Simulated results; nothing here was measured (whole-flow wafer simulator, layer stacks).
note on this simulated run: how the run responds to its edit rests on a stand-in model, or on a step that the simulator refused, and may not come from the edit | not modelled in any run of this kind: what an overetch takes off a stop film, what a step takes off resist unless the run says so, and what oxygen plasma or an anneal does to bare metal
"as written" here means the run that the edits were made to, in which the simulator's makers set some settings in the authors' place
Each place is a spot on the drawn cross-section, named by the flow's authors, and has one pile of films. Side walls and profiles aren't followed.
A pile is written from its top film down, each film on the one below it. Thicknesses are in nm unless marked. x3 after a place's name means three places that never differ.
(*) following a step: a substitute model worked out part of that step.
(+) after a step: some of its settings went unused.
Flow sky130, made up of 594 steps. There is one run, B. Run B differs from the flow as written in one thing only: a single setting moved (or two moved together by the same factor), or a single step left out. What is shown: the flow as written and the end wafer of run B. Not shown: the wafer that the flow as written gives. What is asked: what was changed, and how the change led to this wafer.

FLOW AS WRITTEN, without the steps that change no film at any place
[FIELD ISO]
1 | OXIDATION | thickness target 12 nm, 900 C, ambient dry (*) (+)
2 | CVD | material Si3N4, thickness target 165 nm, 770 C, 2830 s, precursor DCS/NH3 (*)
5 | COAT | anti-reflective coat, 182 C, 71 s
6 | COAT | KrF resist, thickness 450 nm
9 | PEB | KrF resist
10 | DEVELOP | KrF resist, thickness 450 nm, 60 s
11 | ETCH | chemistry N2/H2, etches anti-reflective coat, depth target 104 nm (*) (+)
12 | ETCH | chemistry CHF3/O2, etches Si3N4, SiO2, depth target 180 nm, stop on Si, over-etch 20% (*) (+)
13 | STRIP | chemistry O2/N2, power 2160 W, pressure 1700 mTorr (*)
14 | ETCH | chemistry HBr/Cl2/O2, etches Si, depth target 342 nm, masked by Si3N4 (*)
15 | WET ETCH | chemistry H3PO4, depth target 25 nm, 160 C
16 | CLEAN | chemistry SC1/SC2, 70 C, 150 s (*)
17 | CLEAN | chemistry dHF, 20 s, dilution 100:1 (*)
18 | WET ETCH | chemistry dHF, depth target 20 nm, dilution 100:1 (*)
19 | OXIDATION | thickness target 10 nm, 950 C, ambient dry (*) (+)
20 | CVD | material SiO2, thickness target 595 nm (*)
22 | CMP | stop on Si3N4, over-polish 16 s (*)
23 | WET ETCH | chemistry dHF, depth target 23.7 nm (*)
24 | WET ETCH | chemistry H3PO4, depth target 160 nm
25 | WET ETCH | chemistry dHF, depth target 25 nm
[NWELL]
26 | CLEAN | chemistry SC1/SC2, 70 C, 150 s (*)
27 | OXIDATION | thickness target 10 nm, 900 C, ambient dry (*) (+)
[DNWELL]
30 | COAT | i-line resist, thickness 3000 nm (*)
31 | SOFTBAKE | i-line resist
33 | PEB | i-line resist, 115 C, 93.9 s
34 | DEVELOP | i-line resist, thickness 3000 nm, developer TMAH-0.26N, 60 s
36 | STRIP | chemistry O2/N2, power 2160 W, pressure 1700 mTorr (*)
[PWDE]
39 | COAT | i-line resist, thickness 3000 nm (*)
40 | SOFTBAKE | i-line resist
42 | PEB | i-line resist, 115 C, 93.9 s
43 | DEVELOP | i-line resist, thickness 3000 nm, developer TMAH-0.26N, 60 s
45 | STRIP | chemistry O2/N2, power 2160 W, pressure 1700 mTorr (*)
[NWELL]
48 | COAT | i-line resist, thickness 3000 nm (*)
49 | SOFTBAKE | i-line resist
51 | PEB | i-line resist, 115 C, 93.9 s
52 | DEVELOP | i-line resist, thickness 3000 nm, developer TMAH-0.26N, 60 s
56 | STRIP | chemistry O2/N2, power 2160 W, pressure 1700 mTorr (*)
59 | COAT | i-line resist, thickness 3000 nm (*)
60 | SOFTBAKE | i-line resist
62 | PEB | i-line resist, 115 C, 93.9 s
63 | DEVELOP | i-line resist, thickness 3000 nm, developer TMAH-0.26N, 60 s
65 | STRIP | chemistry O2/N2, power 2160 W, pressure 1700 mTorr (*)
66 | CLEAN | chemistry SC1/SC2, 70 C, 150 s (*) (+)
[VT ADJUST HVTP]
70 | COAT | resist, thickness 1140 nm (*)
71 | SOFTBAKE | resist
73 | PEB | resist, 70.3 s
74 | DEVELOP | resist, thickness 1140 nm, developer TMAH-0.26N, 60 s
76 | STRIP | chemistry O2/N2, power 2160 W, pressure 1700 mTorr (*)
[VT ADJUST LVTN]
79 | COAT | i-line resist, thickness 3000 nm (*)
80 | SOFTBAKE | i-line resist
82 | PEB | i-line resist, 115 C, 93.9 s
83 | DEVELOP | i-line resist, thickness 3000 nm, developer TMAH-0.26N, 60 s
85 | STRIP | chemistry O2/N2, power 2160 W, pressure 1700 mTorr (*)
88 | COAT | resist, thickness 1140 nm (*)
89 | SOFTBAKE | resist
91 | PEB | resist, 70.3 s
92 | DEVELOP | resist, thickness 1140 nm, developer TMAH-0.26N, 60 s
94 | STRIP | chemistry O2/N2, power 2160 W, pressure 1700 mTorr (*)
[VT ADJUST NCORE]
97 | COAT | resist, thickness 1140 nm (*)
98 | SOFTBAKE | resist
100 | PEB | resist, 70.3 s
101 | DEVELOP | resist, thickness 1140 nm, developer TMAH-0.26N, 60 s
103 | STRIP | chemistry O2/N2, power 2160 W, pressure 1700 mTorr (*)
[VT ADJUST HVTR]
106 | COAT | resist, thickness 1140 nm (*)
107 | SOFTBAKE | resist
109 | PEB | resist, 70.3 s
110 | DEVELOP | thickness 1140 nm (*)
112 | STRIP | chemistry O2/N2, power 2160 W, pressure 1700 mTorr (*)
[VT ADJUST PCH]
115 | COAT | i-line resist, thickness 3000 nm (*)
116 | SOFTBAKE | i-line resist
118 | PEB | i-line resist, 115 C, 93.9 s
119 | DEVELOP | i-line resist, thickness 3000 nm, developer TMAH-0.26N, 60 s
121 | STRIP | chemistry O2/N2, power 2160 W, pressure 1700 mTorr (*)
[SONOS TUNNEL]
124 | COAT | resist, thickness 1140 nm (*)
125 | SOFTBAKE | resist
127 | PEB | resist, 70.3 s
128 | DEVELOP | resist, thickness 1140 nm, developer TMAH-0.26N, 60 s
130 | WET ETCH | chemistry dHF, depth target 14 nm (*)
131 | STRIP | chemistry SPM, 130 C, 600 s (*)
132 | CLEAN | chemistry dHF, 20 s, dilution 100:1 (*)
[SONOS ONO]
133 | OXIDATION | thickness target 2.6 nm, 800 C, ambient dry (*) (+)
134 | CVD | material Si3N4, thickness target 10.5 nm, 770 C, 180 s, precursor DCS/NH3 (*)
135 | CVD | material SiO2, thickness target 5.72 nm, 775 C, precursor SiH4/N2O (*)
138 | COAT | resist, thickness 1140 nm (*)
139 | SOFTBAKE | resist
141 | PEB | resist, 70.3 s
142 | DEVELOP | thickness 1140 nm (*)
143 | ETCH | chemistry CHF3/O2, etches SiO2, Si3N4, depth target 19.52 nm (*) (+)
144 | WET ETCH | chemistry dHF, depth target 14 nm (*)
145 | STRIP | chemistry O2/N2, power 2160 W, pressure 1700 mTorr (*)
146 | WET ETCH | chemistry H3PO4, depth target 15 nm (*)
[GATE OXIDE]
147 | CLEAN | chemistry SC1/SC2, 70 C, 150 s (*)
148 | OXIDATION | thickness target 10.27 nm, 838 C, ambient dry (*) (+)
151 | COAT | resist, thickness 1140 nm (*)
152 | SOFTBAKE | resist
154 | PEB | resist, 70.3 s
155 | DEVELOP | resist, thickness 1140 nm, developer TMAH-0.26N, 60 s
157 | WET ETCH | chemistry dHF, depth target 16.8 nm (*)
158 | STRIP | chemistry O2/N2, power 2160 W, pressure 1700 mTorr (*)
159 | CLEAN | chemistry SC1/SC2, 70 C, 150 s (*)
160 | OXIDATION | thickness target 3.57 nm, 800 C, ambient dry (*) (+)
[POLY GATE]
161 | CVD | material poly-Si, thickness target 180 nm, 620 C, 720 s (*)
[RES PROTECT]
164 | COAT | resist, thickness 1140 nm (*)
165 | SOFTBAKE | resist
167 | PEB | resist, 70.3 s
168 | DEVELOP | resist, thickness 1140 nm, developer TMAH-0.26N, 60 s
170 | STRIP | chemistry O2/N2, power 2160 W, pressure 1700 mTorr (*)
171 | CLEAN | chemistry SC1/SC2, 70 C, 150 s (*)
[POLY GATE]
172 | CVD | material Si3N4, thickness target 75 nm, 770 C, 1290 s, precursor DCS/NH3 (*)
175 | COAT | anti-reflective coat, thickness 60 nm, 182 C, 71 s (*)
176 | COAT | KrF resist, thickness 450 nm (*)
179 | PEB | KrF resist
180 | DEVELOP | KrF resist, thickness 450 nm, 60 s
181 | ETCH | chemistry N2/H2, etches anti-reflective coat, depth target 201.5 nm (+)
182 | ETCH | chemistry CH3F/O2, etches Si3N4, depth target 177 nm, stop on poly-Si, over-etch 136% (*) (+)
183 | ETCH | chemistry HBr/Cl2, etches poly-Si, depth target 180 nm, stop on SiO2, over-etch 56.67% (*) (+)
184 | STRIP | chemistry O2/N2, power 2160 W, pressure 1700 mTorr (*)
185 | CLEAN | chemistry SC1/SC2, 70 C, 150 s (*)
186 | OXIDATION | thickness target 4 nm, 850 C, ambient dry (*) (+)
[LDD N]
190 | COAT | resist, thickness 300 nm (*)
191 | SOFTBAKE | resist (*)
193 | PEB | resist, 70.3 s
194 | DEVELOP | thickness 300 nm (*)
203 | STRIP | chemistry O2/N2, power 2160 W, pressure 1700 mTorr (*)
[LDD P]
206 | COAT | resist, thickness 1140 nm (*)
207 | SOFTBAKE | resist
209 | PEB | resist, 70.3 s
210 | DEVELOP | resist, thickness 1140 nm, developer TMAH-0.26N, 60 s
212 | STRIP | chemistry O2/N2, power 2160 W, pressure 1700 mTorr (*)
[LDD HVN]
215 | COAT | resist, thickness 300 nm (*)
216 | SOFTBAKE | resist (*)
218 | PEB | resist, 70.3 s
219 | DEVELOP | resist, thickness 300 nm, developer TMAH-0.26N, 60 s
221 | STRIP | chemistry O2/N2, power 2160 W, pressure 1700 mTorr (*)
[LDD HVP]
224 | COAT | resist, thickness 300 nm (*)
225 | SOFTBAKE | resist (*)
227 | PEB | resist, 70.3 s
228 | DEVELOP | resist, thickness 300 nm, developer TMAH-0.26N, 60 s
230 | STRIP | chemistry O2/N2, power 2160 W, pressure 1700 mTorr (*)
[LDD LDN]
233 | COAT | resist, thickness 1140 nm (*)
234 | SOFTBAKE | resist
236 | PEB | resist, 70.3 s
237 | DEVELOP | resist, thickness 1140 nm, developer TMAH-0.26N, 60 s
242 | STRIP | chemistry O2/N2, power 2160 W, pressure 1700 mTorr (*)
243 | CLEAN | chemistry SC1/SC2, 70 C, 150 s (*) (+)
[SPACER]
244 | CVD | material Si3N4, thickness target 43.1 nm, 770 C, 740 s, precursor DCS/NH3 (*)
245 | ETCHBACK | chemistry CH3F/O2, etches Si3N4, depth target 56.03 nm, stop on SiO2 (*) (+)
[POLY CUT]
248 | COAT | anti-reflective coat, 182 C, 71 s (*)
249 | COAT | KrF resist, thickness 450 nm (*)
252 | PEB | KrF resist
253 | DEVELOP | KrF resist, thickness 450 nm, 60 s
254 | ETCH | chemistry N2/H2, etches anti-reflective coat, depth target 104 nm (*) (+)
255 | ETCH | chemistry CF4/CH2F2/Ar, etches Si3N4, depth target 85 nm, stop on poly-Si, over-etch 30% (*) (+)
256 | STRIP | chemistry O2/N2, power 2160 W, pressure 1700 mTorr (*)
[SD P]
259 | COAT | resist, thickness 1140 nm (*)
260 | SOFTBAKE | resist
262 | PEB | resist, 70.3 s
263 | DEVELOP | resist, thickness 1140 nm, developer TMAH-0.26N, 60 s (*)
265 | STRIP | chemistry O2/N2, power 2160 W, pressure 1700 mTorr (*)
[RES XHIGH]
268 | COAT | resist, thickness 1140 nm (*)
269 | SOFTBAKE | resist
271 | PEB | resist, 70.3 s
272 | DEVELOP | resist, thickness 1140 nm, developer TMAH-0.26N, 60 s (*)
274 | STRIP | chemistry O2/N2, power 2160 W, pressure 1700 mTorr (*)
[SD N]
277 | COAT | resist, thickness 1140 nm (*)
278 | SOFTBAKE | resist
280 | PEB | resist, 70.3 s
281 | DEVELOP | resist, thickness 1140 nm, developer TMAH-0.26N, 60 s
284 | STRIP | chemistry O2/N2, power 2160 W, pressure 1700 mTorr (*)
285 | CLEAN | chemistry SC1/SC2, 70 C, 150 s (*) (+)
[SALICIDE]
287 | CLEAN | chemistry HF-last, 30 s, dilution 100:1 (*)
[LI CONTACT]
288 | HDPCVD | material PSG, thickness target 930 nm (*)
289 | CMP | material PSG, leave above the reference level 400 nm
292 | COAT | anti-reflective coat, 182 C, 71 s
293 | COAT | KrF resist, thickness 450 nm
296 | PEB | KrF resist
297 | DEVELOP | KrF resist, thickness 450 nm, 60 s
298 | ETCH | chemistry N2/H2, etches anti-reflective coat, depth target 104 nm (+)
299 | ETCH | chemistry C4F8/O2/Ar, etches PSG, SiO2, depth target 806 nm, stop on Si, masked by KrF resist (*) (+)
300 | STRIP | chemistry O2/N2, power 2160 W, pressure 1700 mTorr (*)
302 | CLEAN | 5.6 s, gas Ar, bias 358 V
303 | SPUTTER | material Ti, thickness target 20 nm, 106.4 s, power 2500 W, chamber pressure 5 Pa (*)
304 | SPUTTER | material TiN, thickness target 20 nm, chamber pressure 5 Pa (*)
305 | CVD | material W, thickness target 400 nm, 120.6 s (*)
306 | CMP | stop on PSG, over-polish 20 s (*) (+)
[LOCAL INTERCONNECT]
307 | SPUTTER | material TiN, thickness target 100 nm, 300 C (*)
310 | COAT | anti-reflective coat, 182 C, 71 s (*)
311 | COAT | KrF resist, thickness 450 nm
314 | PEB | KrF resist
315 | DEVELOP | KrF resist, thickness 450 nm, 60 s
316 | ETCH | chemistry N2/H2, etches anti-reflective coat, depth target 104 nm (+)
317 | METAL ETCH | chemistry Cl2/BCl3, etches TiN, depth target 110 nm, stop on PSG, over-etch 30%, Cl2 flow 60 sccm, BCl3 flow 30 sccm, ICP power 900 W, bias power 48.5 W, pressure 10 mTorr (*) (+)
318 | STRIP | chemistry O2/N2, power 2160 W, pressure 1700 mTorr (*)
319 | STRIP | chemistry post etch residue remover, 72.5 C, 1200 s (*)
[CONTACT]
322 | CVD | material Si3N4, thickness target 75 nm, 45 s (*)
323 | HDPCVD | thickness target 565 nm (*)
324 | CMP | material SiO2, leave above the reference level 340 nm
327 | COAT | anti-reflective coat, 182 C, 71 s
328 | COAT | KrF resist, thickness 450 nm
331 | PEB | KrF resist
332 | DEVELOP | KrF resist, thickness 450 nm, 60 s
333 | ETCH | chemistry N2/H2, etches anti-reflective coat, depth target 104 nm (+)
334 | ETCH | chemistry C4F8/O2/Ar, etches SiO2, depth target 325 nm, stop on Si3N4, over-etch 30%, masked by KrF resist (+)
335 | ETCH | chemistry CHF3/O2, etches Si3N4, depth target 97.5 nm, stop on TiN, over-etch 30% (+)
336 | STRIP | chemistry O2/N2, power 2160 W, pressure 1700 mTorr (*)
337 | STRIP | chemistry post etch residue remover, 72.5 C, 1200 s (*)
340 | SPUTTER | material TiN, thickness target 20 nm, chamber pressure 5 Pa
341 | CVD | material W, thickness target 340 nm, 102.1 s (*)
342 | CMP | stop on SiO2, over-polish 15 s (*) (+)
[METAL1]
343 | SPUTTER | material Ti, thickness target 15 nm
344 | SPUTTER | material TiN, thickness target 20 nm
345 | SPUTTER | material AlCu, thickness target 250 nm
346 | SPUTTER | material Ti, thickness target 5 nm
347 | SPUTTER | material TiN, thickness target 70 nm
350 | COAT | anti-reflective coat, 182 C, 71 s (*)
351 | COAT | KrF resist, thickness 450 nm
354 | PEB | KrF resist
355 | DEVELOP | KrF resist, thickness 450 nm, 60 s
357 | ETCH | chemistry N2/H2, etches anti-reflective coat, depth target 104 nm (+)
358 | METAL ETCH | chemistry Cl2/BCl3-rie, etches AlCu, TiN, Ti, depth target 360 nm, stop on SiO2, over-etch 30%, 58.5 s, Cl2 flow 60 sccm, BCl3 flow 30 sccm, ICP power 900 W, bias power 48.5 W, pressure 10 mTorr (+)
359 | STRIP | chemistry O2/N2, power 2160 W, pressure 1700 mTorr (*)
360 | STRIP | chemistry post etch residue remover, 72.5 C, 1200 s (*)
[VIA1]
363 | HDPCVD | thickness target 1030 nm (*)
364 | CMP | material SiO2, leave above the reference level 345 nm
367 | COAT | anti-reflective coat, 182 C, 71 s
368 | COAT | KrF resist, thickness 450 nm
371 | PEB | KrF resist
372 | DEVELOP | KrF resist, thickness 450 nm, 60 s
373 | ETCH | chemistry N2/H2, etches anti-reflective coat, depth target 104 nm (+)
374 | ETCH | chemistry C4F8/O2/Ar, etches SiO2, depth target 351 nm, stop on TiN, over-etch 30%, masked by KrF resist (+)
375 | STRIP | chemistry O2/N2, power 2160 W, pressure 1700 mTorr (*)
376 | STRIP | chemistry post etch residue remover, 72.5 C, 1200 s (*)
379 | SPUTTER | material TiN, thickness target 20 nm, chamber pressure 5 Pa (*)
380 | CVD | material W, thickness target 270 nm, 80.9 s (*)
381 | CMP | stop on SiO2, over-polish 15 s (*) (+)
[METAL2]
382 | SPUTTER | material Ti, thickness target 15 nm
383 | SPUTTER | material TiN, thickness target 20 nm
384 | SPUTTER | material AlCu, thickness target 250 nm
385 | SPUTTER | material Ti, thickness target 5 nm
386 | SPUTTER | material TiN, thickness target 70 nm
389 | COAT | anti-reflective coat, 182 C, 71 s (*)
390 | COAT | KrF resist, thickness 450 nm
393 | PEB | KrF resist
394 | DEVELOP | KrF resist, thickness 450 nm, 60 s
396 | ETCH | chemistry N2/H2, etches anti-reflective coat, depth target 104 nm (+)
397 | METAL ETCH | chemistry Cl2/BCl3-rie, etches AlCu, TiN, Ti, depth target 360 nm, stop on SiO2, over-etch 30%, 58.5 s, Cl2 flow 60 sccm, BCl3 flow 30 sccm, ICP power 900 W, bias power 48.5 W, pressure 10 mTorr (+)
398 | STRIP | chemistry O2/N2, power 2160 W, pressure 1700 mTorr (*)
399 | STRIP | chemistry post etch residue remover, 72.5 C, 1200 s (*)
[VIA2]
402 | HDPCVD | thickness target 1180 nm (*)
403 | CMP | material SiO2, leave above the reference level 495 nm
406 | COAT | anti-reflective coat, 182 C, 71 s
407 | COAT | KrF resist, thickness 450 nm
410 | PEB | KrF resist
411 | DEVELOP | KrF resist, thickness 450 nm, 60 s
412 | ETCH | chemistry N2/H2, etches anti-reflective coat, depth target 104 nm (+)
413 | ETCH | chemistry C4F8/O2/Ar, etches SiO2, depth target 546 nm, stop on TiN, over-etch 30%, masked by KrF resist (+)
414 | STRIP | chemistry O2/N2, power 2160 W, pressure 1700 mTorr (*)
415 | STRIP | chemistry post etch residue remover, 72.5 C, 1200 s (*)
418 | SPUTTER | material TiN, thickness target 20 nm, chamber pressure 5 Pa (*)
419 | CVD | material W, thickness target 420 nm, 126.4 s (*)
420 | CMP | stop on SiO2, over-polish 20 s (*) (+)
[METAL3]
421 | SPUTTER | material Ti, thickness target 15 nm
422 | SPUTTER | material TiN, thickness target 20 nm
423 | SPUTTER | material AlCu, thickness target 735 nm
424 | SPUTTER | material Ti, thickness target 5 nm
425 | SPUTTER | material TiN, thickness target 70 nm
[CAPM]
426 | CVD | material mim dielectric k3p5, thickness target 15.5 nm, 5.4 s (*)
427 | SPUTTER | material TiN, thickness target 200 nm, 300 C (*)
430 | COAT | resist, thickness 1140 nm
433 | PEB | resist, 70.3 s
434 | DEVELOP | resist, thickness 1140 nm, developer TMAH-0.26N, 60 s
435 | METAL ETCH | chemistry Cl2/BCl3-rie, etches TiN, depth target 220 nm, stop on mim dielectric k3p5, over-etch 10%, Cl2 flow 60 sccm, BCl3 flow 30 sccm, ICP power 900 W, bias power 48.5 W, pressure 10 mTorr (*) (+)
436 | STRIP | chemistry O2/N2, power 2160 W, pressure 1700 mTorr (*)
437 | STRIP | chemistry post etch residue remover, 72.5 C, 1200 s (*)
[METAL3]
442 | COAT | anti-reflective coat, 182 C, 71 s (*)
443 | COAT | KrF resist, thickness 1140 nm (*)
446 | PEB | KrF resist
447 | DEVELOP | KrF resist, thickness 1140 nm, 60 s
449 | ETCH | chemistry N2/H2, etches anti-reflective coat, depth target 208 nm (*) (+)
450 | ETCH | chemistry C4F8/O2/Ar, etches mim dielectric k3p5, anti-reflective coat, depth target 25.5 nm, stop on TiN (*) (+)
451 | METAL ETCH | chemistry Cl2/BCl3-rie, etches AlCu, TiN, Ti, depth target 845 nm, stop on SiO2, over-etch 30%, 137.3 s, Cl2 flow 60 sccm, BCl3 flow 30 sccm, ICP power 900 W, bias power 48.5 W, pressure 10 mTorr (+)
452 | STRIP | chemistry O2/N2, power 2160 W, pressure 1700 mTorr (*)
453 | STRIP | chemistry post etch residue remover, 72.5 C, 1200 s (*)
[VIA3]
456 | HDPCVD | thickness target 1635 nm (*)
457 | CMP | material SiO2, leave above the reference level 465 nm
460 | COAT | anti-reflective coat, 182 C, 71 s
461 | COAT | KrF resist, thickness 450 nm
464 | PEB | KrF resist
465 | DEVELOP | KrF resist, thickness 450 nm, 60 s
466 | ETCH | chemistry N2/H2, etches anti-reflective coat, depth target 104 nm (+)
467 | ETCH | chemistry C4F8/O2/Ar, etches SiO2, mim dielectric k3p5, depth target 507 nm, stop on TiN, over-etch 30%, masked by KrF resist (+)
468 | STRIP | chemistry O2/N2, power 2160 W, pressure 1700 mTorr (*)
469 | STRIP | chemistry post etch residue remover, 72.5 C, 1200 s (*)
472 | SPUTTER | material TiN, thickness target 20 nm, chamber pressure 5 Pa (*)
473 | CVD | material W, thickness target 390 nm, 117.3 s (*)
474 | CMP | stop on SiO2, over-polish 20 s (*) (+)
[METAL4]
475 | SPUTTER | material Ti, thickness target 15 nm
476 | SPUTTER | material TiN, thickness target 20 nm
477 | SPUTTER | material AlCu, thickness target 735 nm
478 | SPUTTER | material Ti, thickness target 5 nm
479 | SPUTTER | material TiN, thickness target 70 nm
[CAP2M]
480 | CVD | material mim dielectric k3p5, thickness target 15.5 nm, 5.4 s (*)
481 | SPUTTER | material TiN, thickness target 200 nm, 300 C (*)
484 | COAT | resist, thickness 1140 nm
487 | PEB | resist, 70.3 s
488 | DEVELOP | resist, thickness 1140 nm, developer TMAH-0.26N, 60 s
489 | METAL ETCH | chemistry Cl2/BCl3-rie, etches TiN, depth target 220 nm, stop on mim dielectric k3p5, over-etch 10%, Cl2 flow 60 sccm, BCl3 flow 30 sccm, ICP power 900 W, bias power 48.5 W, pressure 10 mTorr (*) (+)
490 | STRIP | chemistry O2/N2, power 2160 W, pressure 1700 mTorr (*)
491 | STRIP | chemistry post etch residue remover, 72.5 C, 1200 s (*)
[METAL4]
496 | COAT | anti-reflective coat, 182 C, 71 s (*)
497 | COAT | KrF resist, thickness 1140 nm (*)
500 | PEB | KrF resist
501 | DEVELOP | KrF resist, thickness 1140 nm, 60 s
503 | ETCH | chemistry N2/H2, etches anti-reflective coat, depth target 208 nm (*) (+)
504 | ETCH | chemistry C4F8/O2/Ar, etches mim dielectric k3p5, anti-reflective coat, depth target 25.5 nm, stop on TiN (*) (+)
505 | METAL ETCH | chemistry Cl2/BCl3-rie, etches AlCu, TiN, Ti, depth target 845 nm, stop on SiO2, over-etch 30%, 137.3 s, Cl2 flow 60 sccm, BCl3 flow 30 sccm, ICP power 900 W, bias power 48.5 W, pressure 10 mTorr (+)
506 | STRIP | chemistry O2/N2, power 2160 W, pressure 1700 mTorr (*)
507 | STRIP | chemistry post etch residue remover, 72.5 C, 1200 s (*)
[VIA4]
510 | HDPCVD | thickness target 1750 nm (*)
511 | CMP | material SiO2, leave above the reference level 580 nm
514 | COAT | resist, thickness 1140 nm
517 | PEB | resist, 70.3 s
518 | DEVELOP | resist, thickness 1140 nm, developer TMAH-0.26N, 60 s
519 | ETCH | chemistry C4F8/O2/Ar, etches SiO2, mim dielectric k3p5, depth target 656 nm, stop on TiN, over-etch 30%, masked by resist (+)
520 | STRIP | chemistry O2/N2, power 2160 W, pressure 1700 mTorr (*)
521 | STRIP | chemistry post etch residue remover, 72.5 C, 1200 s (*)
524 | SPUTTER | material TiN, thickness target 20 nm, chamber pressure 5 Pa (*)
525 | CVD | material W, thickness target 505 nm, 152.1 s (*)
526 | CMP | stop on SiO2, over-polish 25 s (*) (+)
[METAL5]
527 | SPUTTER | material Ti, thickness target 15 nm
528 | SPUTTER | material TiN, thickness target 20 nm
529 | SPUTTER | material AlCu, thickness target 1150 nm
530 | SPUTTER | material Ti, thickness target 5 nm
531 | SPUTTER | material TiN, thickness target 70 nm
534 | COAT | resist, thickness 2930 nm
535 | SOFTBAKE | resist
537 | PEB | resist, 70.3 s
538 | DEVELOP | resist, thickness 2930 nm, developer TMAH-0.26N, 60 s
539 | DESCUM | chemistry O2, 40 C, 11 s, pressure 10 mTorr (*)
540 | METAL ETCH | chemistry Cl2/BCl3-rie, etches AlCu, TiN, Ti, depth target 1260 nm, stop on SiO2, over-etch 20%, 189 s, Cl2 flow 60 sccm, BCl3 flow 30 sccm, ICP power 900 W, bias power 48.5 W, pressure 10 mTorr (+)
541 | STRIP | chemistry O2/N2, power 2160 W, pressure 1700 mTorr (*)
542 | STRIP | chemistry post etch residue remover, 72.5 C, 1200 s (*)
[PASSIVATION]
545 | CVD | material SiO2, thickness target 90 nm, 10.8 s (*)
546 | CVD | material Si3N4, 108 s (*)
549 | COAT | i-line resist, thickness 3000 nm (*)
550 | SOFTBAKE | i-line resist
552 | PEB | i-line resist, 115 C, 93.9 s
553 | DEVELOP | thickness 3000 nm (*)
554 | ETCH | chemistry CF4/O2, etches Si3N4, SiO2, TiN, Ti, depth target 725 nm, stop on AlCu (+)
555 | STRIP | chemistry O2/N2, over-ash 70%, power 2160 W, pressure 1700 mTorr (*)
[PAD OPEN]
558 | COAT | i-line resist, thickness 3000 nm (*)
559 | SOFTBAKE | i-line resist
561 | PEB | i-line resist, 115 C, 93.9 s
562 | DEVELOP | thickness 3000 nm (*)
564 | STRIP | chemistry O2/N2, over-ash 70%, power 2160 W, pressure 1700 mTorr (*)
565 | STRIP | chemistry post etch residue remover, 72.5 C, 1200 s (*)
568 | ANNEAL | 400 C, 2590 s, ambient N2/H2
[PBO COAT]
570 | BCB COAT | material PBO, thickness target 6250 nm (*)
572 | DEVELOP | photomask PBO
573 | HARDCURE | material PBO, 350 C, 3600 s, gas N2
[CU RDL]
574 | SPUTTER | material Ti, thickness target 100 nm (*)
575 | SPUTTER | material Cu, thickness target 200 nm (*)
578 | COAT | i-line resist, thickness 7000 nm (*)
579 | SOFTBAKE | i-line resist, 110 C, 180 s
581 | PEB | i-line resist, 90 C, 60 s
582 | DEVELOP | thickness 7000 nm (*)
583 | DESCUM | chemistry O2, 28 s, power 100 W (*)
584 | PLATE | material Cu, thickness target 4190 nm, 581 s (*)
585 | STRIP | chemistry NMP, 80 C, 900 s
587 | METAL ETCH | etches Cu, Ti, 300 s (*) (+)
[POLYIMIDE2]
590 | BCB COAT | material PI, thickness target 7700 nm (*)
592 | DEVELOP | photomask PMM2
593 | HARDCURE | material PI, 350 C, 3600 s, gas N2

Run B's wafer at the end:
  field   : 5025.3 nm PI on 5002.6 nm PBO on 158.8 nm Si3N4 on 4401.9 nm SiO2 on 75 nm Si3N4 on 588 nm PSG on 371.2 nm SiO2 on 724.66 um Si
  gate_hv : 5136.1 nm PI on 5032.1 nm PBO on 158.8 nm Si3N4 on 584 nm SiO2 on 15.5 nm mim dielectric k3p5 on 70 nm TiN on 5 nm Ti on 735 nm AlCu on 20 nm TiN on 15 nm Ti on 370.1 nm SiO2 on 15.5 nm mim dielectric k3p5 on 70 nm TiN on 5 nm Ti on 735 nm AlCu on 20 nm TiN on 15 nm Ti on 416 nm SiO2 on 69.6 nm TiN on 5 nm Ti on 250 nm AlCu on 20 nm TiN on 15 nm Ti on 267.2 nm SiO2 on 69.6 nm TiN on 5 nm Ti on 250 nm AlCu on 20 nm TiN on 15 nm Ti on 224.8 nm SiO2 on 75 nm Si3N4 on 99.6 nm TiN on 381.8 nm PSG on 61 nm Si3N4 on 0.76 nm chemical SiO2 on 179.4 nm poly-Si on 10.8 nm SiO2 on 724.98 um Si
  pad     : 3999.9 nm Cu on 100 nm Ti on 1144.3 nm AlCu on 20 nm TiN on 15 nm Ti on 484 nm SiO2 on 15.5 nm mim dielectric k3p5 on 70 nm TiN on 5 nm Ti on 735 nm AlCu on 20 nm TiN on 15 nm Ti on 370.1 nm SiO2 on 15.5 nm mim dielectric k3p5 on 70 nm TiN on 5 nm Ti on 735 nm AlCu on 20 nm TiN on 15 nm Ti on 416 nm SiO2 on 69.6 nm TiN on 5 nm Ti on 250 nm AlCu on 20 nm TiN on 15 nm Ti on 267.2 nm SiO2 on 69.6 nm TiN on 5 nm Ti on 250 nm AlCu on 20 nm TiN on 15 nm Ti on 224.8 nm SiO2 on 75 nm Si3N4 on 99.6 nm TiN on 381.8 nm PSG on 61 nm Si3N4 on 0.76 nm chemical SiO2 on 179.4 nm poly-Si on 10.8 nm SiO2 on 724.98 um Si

Cause: step 324, CMP: leave above the reference level 303 nm was run, though the flow has leave above the reference level 340 nm.

The path from the change to this, step by step:
  324 | CMP | material SiO2, leave above the reference level 340 nm
      n_well, p_well, gate_hv and 93 more: SiO2 loses 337 (as written it would have been: SiO2 loses 300)
      field, active, gate and 88 more: SiO2 loses 237.4 (as written it would have been: SiO2 loses 200.4)
      (also at 4 further places)
  334 | ETCH | chemistry C4F8/O2/Ar, etches SiO2, depth target 325 nm, stop on Si3N4, over-etch 30%, masked by KrF resist (+)
      poly_licon, ndiff_licon, ndiff_licon_cpp, rpo_hd_licon: SiO2 loses 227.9 (all of it) (as written it would have been: SiO2 loses 264.9 (all of it))
  340 | SPUTTER | material TiN, thickness target 20 nm, chamber pressure 5 Pa
      ndiff_licon, ndiff_licon_cpp, rpo_hd_licon: TiN gains 11 (as written it would have been: TiN gains 10.4)
  341 | CVD | material W, thickness target 340 nm, 102.1 s (*)
      ndiff_licon, ndiff_licon_cpp, rpo_hd_licon: W gains 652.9 (new film) (as written it would have been: W gains 690.5 (new film))
  342 | CMP | stop on SiO2, over-polish 15 s (*) (+)
      poly_licon: W loses 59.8 (as written it would have been: W loses 22.8)
